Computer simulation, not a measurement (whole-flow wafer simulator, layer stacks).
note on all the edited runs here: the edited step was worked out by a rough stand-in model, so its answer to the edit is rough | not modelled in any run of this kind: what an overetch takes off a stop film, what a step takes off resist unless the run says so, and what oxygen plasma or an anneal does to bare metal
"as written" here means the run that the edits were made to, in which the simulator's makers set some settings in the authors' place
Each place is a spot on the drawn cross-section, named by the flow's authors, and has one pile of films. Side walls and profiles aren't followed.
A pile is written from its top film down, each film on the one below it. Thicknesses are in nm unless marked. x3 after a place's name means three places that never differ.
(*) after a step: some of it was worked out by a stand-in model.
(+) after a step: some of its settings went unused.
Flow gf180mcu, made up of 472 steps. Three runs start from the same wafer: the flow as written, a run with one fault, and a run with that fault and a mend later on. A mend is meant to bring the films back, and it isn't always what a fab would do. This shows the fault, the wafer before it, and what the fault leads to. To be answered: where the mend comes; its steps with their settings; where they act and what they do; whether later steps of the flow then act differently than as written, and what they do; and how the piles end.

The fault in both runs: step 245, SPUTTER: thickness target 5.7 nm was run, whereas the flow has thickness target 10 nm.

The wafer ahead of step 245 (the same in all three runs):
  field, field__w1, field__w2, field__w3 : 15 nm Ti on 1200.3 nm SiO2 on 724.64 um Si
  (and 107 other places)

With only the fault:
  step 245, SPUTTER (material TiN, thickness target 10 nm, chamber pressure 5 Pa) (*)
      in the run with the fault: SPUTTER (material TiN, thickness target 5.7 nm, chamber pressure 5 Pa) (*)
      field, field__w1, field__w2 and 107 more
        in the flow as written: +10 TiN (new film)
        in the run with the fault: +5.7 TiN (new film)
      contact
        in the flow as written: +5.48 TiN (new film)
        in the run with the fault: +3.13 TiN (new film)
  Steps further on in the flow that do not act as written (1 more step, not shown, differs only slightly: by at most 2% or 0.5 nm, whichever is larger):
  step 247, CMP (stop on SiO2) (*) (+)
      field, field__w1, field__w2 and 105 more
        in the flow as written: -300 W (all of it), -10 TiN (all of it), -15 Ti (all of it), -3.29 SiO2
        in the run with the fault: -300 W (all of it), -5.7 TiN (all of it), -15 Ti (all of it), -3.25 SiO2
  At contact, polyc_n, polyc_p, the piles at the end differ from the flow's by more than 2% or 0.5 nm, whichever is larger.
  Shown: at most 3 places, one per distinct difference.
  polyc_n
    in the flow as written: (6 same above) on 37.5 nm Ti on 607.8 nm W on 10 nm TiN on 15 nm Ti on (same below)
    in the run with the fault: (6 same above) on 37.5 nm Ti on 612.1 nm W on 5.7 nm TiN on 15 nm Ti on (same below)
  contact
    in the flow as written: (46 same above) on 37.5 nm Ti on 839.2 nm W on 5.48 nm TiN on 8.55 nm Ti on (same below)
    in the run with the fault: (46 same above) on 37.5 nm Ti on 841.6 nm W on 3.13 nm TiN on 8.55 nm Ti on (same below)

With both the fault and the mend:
  The mend follows step 245.
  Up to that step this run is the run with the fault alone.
  step 245a, SPUTTER (material TiN, thickness target 4.3 nm, chamber pressure 5 Pa) (*) (the flow's step 245, run once more with other settings)
      field, field__w1, field__w2 and 107 more
        +4.3 TiN
      contact
        +2.35 TiN
  Every later step of the flow that is run acts as written at every place that is followed.
  At every place that both follow, the piles at the end match the flow's.
